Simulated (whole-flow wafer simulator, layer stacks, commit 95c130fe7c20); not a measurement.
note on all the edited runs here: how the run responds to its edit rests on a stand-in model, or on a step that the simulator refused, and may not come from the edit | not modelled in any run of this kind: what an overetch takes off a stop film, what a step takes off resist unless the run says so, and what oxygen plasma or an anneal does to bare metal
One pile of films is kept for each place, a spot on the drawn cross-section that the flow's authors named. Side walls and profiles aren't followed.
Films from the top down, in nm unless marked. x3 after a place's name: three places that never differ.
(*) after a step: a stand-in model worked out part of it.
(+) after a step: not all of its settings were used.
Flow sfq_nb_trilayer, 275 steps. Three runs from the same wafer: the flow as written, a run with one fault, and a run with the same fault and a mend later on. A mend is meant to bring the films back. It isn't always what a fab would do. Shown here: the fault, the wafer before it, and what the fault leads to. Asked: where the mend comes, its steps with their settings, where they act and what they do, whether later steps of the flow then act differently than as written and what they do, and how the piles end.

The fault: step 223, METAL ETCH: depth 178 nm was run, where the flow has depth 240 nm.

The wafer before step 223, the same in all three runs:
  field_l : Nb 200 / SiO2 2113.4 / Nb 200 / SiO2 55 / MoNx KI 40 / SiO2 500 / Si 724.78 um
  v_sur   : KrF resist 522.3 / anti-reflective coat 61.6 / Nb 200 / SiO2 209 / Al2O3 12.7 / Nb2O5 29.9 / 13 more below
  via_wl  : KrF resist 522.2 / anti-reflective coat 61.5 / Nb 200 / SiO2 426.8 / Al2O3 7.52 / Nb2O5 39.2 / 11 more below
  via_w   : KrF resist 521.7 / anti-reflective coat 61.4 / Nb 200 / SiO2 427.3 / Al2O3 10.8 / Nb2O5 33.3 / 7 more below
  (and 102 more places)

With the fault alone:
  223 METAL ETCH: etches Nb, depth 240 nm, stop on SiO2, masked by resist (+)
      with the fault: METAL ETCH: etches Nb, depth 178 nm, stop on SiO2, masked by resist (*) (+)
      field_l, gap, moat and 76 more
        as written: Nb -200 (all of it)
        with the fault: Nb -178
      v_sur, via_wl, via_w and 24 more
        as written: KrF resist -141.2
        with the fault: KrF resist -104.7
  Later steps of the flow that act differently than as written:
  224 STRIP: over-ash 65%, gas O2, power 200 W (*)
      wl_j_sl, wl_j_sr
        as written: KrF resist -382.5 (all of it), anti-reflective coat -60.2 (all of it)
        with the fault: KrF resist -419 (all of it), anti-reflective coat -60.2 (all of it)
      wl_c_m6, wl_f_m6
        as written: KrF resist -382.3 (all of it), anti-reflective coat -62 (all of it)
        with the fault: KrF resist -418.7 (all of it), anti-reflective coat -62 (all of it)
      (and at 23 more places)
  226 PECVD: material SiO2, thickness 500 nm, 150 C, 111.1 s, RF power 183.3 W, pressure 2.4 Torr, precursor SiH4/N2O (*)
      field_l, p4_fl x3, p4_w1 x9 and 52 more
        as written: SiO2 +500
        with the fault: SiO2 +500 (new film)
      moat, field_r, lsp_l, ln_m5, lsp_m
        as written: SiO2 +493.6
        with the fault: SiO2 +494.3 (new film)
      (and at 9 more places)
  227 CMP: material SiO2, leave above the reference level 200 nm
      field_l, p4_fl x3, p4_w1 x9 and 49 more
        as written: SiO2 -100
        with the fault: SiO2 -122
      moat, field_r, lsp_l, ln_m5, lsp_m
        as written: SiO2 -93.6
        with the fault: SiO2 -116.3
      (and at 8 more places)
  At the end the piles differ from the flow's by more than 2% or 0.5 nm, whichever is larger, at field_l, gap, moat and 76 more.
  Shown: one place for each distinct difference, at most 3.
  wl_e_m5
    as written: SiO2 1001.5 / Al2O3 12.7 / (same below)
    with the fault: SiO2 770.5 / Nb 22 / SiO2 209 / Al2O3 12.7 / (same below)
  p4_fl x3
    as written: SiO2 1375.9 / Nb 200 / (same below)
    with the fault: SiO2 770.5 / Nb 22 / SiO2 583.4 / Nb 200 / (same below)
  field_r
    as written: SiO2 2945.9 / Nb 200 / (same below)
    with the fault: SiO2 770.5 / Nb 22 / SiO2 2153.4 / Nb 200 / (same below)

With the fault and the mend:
  The mend comes after step 223.
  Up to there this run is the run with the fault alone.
  223a METAL ETCH: etches Nb, depth 62 nm, stop on SiO2, masked by resist (+) (the flow's step 223 once more, with other settings)
      field_l, gap, moat and 76 more
        Nb -22 (all of it)
      v_sur, via_wl, via_w and 24 more
        KrF resist -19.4
  Later steps of the flow that act differently than as written:
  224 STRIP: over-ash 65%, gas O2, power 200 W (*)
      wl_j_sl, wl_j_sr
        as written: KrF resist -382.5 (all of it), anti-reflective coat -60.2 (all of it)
        with the mend: KrF resist -399.6 (all of it), anti-reflective coat -60.2 (all of it)
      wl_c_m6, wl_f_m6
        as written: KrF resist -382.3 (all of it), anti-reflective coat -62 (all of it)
        with the mend: KrF resist -399.3 (all of it), anti-reflective coat -62 (all of it)
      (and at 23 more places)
  At the end the piles are the same as the flow's at every place that both follow.
